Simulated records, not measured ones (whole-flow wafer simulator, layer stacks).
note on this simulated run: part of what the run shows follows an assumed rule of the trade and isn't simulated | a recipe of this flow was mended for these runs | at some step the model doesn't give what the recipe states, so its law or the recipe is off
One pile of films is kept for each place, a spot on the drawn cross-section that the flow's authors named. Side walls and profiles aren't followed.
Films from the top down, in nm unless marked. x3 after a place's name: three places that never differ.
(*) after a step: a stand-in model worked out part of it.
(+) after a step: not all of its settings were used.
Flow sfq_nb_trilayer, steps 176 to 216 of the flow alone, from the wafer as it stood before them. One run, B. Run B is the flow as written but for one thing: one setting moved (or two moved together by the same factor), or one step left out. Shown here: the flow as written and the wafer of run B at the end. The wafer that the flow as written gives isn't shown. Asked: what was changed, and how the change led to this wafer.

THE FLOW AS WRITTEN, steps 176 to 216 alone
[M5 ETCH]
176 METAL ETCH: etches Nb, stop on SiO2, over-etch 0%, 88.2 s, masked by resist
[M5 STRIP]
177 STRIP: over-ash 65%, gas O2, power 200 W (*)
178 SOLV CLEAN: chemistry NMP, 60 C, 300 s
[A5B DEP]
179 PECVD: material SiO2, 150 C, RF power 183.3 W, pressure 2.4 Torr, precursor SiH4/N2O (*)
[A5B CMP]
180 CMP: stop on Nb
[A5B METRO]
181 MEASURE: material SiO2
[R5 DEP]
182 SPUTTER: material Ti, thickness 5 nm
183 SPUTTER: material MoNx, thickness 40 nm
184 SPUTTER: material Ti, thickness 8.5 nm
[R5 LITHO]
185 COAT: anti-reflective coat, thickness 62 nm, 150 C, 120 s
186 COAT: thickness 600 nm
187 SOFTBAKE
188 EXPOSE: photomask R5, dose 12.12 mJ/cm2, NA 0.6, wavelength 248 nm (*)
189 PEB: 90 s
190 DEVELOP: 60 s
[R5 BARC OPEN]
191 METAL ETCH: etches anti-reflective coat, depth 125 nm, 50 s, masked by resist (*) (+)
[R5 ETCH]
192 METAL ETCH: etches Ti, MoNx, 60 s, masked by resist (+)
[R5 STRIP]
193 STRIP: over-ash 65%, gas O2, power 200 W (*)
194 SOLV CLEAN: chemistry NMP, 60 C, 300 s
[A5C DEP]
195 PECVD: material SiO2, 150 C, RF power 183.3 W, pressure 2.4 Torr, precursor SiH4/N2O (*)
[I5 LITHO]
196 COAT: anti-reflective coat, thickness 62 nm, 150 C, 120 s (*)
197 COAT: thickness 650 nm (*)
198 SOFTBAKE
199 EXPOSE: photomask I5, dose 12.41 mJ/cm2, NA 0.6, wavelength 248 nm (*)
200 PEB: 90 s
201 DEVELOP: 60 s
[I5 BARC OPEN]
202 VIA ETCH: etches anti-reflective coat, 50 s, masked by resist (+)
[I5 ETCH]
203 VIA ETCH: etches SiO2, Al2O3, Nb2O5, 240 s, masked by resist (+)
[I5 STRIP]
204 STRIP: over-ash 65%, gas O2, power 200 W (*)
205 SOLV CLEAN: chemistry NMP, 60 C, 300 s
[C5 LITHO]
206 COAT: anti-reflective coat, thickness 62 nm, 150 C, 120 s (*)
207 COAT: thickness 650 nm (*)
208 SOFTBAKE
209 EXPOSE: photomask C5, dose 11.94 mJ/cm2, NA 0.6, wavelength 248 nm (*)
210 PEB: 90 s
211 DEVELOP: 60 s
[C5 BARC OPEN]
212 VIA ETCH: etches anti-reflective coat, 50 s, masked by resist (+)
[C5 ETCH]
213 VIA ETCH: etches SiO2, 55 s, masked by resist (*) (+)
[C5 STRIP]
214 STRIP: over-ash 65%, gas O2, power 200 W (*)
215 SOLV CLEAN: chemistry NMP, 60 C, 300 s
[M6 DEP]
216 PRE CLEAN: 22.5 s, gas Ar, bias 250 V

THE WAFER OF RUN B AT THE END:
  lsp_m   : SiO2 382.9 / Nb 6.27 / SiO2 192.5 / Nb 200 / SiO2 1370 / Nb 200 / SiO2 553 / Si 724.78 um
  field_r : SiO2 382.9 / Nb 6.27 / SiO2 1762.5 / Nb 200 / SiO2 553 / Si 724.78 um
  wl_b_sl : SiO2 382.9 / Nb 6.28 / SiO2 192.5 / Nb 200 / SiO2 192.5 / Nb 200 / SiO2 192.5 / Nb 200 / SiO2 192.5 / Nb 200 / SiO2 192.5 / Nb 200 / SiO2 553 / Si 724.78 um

The cause: step 176, METAL ETCH: 58.4 s was run, where the flow has 88.2 s.

How the change led to this, step by step:
  176 METAL ETCH: etches Nb, stop on SiO2, over-etch 0%, 88.2 s, masked by resist
      field_l, res, moat and 45 more: Al2O3 -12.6 (all of it), Nb2O5 -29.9 (all of it), Nb -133 (as written it would be: Al2O3 -12.6 (all of it), Nb2O5 -29.9 (all of it), Nb -139.2 (all of it), SiO2 -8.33)
      r_sur, wl_a_sl, wl_a_m6: Al2O3 -12.5 (all of it), Nb2O5 -29.9 (all of it), Nb -133 (as written it would be: Al2O3 -12.5 (all of it), Nb2O5 -29.9 (all of it), Nb -139.2 (all of it), SiO2 -8.33)
      (and at 55 more places)
  177 STRIP: over-ash 65%, gas O2, power 200 W (*)
      l0r_line_l x3, l0r_space_c x19, m0r_space_l x2 and 6 more: KrF-resist-other-grade -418 (all of it), anti-reflective coat -62 (all of it) (as written it would be: KrF-resist-other-grade -373.3 (all of it), anti-reflective coat -62 (all of it))
      v_sur: KrF-resist-other-grade -411.2 (all of it), anti-reflective coat -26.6 (all of it) (as written it would be: KrF-resist-other-grade -366.5 (all of it), anti-reflective coat -26.6 (all of it))
      (and at 22 more places)
  179 PECVD: material SiO2, 150 C, RF power 183.3 W, pressure 2.4 Torr, precursor SiH4/N2O (*)
      field_l, lsp_m, ln_m6 and 44 more: SiO2 +600 (new film) (as written it would be: SiO2 +600)
      r_sur, res, r_end, moat, field_r, lsp_l: SiO2 +593.6 (new film) (as written it would be: SiO2 +593.1)
  180 CMP: stop on Nb
      field_l, lsp_m, ln_m6 and 44 more: SiO2 -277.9 (as written it would be: SiO2 -263.3)
      r_sur, res, r_end, moat, field_r, lsp_l: SiO2 -271.5 (as written it would be: SiO2 -256.4)
Counting metal films that touch as one body, lsp_m has 3 bodies (between them, from the top down: SiO2 192.5; SiO2 1370); the flow as written gives 2 bodies (between them, from the top down: SiO2 1370).
Counting metal films that touch as one body, field_r has 2 bodies (between them, from the top down: SiO2 1762.5); the flow as written gives 1 body.
Counting metal films that touch as one body, wl_b_sl has 6 bodies (between them, from the top down: SiO2 192.5; SiO2 192.5; SiO2 192.5; SiO2 192.5; SiO2 192.5); the flow as written gives 5 bodies (between them, from the top down: SiO2 192.5; SiO2 192.5; SiO2 192.5; SiO2 192.5).
